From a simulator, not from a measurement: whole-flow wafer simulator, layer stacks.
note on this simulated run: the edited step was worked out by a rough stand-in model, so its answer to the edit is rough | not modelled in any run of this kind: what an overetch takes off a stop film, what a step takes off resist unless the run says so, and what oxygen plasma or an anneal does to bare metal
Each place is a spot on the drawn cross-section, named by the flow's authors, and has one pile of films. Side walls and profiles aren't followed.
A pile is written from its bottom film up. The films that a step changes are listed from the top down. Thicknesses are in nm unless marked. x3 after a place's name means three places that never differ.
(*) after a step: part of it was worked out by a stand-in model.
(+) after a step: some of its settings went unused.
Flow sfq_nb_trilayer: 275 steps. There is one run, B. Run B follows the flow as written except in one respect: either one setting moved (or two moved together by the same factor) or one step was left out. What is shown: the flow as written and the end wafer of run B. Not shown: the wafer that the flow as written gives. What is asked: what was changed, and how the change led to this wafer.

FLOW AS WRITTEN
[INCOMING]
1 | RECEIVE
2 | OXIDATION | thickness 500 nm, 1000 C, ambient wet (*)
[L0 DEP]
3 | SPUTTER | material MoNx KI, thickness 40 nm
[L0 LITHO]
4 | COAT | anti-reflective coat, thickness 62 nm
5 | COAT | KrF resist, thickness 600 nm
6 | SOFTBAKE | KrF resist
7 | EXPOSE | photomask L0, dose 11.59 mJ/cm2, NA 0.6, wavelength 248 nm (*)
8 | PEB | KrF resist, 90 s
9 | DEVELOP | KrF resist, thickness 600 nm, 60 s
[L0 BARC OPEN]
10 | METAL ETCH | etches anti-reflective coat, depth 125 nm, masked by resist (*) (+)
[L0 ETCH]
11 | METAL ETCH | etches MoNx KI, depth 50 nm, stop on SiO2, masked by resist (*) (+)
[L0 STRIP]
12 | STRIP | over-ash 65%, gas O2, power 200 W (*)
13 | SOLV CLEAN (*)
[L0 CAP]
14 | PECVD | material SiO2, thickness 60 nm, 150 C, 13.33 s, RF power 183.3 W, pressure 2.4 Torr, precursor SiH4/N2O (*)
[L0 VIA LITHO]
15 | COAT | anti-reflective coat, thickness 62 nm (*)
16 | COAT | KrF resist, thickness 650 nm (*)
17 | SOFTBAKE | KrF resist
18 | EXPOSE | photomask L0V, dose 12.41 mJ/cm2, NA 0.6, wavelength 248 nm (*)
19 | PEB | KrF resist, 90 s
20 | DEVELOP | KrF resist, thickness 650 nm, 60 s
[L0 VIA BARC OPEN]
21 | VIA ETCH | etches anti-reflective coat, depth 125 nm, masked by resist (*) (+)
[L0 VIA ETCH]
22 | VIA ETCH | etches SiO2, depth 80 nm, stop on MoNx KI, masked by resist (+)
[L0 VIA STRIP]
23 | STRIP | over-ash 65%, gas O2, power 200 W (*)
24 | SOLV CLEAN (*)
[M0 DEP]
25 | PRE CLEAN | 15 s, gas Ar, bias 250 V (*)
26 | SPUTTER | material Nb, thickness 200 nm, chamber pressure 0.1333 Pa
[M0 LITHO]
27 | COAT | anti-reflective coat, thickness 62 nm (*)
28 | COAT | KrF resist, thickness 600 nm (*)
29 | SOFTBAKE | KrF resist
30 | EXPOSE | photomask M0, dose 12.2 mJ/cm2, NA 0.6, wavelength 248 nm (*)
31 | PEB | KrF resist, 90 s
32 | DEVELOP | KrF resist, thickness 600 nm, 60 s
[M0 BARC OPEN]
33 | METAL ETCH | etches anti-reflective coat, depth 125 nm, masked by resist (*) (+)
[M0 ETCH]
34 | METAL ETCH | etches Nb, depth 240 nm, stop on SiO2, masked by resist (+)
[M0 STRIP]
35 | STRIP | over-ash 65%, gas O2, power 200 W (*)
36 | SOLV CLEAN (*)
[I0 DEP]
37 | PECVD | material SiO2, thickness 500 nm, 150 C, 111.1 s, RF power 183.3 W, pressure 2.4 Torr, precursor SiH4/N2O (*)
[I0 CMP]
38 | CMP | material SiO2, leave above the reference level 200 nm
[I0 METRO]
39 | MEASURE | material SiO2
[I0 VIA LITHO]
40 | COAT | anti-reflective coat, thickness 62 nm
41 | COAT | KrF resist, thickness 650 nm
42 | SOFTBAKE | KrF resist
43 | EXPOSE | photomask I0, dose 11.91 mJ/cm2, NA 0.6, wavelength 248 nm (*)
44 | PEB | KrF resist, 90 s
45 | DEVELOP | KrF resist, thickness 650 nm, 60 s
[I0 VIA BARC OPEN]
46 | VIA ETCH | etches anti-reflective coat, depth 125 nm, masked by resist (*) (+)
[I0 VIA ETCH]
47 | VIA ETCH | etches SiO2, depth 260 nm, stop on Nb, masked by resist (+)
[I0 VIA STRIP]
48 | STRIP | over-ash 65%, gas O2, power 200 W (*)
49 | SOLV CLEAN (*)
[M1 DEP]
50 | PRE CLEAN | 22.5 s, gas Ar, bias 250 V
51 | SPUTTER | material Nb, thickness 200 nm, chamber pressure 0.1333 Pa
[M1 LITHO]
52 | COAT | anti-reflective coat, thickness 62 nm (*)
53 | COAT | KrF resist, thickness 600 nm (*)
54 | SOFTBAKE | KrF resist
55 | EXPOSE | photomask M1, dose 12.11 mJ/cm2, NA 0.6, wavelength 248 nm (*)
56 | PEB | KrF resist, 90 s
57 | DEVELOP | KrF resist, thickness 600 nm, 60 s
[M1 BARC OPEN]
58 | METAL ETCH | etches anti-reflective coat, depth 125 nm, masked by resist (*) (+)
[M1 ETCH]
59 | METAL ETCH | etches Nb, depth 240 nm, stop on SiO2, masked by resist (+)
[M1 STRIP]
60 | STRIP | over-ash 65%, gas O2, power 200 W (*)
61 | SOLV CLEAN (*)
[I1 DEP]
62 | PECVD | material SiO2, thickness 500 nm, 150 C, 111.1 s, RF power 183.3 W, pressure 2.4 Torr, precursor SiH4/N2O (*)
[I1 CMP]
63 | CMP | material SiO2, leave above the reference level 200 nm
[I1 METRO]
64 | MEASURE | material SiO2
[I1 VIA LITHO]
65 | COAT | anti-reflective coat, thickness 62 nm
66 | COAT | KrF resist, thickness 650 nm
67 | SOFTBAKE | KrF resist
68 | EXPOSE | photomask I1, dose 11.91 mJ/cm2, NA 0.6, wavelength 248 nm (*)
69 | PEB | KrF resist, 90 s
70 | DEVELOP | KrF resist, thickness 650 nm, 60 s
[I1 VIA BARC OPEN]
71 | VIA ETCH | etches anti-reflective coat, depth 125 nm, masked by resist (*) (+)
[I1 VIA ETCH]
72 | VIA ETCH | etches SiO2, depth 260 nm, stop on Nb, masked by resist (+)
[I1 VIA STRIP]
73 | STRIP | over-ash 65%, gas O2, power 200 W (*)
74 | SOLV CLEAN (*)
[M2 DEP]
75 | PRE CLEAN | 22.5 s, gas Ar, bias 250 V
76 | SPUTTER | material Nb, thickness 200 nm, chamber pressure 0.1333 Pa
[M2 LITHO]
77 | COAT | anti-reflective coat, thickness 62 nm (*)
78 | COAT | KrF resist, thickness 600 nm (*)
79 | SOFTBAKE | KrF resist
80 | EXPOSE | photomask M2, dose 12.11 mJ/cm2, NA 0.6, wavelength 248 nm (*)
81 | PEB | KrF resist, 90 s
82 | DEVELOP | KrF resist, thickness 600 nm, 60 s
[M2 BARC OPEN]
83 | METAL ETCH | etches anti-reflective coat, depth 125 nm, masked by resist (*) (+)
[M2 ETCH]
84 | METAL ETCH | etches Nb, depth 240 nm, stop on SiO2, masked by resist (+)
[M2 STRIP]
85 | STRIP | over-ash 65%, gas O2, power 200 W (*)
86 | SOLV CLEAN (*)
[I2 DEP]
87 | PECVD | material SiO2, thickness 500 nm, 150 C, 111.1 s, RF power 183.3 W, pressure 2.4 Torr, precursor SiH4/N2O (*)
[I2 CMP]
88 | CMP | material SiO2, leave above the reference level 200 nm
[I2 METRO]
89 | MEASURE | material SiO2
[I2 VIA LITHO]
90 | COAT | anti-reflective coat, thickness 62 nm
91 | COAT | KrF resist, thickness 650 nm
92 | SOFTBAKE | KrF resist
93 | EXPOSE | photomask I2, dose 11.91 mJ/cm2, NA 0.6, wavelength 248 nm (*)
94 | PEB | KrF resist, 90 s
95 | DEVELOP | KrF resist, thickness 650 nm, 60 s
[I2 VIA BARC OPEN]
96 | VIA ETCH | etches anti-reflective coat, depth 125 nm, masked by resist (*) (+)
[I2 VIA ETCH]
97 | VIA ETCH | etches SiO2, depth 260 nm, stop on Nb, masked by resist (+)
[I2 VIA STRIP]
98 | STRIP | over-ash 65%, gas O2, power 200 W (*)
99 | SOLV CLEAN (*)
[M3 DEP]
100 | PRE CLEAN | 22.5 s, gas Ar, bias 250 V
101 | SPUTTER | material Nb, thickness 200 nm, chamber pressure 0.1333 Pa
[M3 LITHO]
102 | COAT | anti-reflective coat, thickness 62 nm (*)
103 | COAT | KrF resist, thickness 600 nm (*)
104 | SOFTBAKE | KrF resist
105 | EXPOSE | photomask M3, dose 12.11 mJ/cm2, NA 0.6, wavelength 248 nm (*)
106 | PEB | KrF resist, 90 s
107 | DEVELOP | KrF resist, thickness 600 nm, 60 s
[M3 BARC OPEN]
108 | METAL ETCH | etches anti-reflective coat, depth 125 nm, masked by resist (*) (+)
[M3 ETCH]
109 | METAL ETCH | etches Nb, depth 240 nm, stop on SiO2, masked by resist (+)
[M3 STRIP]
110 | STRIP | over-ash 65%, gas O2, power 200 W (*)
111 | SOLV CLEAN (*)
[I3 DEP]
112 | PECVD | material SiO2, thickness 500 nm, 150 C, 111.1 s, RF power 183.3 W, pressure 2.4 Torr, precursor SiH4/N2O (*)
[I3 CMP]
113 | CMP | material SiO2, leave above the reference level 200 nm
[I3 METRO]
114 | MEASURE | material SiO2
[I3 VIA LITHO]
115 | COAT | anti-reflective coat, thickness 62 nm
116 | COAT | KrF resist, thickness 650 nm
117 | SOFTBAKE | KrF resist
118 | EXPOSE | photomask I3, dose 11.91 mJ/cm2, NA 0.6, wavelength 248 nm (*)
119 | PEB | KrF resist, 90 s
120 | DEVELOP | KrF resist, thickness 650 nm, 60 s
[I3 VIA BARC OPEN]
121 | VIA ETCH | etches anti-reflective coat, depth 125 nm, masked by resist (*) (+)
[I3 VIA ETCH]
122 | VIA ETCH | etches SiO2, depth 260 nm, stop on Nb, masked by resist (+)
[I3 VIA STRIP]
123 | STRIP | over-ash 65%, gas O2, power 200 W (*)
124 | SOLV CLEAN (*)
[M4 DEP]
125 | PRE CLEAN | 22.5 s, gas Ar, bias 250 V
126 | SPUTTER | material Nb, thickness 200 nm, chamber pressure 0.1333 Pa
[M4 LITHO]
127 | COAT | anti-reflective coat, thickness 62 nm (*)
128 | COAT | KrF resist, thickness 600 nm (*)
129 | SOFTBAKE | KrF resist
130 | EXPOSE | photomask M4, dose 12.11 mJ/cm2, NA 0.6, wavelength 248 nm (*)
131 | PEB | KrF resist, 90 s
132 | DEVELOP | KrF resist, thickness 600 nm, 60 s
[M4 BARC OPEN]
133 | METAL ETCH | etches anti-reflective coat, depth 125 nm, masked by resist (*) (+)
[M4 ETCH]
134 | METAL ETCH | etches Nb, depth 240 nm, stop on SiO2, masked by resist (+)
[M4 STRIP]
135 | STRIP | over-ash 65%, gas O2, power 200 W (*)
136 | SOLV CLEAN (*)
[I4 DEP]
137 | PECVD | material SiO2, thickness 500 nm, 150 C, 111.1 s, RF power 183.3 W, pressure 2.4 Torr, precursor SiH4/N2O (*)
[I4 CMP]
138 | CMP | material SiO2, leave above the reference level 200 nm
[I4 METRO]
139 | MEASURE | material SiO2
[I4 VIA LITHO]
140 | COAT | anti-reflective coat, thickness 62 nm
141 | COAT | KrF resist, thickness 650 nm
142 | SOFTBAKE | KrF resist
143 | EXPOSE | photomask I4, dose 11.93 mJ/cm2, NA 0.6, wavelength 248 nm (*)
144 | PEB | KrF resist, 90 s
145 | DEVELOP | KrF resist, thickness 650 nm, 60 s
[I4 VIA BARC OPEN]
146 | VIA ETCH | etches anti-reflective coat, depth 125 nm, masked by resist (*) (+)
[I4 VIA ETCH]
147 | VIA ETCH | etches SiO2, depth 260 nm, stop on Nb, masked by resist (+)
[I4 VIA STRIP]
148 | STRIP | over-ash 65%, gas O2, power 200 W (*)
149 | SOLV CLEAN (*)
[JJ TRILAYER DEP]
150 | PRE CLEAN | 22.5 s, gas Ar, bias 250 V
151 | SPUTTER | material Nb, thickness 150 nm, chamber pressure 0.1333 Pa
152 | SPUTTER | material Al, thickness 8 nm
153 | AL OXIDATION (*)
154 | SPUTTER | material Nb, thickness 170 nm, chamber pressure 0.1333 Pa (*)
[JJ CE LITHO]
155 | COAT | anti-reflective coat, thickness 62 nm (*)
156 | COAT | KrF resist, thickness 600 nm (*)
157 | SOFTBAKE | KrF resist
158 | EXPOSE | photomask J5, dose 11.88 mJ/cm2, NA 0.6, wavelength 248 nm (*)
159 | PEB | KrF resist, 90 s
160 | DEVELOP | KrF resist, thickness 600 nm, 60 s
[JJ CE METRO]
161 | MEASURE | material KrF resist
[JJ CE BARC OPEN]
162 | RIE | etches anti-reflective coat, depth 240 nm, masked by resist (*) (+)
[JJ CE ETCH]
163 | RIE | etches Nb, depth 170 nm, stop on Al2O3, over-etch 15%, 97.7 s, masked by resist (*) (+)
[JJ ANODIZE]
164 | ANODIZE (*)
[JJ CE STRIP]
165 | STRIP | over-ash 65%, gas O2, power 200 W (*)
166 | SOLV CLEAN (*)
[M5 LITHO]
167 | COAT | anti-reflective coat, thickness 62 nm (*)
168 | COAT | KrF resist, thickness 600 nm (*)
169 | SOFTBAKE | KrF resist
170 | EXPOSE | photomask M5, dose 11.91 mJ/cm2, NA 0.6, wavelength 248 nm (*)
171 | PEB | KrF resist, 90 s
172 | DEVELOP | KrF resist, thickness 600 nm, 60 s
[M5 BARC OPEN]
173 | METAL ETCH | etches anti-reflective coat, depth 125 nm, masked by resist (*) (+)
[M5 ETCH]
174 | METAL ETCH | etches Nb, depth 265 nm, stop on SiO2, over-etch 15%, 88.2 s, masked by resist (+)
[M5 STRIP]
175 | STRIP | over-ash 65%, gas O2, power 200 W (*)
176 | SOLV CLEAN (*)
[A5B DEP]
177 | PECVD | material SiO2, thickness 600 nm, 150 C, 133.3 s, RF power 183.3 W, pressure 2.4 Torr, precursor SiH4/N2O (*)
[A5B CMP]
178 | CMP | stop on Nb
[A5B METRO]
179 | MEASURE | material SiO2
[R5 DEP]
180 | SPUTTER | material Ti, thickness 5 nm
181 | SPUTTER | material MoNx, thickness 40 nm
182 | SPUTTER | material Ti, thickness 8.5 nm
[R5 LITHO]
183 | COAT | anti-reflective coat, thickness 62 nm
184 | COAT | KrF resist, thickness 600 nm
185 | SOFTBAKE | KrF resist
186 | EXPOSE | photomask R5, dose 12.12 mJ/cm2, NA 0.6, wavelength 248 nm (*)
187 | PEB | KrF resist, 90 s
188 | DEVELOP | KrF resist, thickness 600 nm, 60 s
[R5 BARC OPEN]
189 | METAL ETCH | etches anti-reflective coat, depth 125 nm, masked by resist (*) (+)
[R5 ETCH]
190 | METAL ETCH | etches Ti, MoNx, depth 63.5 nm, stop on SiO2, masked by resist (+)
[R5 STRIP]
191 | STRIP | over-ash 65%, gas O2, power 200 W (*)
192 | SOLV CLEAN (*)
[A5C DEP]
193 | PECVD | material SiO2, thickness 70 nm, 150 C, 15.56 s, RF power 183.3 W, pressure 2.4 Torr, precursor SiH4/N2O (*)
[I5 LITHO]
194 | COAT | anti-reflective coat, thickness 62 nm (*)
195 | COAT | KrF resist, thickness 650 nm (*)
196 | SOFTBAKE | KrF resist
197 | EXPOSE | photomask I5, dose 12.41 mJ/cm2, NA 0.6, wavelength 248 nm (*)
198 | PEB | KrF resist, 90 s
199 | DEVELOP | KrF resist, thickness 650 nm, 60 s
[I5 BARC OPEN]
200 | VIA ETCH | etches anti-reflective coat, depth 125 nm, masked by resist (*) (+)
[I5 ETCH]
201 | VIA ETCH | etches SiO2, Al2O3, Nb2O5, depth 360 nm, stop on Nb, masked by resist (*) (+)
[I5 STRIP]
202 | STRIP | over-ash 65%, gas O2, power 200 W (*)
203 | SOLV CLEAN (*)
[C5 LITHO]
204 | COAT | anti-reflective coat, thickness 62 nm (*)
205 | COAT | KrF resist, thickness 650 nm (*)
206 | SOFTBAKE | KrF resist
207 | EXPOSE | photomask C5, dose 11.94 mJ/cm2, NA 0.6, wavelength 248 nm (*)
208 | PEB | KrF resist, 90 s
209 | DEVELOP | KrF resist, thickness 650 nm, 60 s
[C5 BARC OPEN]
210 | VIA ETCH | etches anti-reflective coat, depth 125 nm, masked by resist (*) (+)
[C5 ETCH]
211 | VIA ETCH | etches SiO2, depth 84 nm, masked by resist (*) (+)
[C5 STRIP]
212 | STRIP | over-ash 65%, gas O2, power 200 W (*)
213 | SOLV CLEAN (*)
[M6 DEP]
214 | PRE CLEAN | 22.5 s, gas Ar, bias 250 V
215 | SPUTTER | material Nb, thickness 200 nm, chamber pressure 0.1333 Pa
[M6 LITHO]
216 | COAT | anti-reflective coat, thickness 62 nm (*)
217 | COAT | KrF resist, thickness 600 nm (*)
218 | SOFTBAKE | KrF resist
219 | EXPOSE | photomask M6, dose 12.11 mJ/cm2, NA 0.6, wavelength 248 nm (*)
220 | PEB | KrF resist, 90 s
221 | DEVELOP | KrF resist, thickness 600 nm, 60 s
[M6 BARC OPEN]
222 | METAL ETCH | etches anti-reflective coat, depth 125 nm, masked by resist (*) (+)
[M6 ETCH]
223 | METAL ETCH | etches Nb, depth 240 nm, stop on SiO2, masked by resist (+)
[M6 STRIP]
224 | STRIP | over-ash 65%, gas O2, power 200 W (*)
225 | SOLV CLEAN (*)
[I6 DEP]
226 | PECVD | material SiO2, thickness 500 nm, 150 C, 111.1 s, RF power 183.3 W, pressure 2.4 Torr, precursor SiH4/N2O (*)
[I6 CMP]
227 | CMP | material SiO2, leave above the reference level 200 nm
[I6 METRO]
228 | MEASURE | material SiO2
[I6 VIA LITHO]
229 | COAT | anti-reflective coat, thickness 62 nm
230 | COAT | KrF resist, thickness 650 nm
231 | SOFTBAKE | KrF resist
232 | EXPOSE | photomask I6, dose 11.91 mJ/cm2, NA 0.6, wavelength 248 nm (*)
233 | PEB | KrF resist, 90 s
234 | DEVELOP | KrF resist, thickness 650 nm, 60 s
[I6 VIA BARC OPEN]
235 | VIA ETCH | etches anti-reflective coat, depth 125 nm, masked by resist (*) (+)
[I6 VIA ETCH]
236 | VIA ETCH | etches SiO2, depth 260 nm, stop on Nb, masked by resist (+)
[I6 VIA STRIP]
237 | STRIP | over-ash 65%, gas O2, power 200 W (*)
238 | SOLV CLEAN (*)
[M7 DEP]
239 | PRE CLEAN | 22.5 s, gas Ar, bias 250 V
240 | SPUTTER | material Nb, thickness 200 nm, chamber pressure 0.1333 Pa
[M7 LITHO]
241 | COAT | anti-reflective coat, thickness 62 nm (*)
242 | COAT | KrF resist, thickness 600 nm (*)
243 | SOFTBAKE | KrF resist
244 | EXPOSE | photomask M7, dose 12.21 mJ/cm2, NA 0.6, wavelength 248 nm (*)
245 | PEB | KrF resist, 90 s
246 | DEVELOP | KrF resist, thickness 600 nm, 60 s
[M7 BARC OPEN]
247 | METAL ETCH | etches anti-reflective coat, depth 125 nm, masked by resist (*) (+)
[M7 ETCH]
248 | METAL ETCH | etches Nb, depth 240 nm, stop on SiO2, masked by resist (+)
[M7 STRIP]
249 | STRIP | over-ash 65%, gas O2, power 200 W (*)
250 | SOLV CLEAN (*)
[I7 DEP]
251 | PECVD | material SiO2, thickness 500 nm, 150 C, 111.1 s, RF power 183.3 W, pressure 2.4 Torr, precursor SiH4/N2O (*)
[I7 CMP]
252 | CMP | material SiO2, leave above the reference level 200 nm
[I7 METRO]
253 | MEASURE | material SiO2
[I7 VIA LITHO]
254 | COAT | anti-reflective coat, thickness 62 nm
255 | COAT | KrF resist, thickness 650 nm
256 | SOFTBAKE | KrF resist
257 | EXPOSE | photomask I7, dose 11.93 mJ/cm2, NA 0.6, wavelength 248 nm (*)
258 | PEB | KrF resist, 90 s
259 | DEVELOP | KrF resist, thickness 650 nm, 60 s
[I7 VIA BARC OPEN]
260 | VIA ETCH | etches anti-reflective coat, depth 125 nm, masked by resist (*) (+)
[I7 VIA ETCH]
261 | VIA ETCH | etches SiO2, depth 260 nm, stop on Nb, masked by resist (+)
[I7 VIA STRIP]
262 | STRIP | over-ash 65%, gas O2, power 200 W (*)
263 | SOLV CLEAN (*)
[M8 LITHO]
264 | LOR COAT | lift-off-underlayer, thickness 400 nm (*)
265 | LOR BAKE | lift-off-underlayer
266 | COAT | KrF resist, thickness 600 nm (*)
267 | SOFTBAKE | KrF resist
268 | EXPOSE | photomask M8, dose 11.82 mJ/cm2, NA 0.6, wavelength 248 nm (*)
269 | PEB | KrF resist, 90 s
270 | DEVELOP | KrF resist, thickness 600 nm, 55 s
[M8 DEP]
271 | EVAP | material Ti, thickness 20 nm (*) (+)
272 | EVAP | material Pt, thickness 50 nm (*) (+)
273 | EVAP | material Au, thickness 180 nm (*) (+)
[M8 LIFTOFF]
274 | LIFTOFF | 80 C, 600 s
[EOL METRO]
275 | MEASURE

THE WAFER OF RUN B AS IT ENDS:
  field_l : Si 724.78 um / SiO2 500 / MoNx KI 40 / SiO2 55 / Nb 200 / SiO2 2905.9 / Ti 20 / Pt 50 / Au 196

The reason: step 273, EVAP: thickness 196 nm was run, though the flow has thickness 180 nm.
The wafer lets one read it off: field_l has Au 196, and step 273 as written asks for 180 nm.

The path from the change to this, step by step:
  273 | EVAP | material Au, thickness 180 nm (*) (+)
      field_l, v_sur, via_wl and 103 more: +196 Au (new film) (as written it would have been: +180 Au (new film))
  274 | LIFTOFF | 80 C, 600 s
      p4_fl, p4_fm, p4_w1 and 71 more: -196 Au (all of it), -50 Pt (all of it), -20 Ti (all of it), -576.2 KrF resist (all of it), -400 lift-off-underlayer (all of it) (as written it would have been: -180 Au (all of it), -50 Pt (all of it), -20 Ti (all of it), -576.2 KrF resist (all of it), -400 lift-off-underlayer (all of it))
      c5j, ce_r: -196 Au (all of it), -50 Pt (all of it), -20 Ti (all of it), -573.3 KrF resist (all of it), -399.3 lift-off-underlayer (all of it) (as written it would have been: -180 Au (all of it), -50 Pt (all of it), -20 Ti (all of it), -573.3 KrF resist (all of it), -399.3 lift-off-underlayer (all of it))
      (as well as at 19 more places)
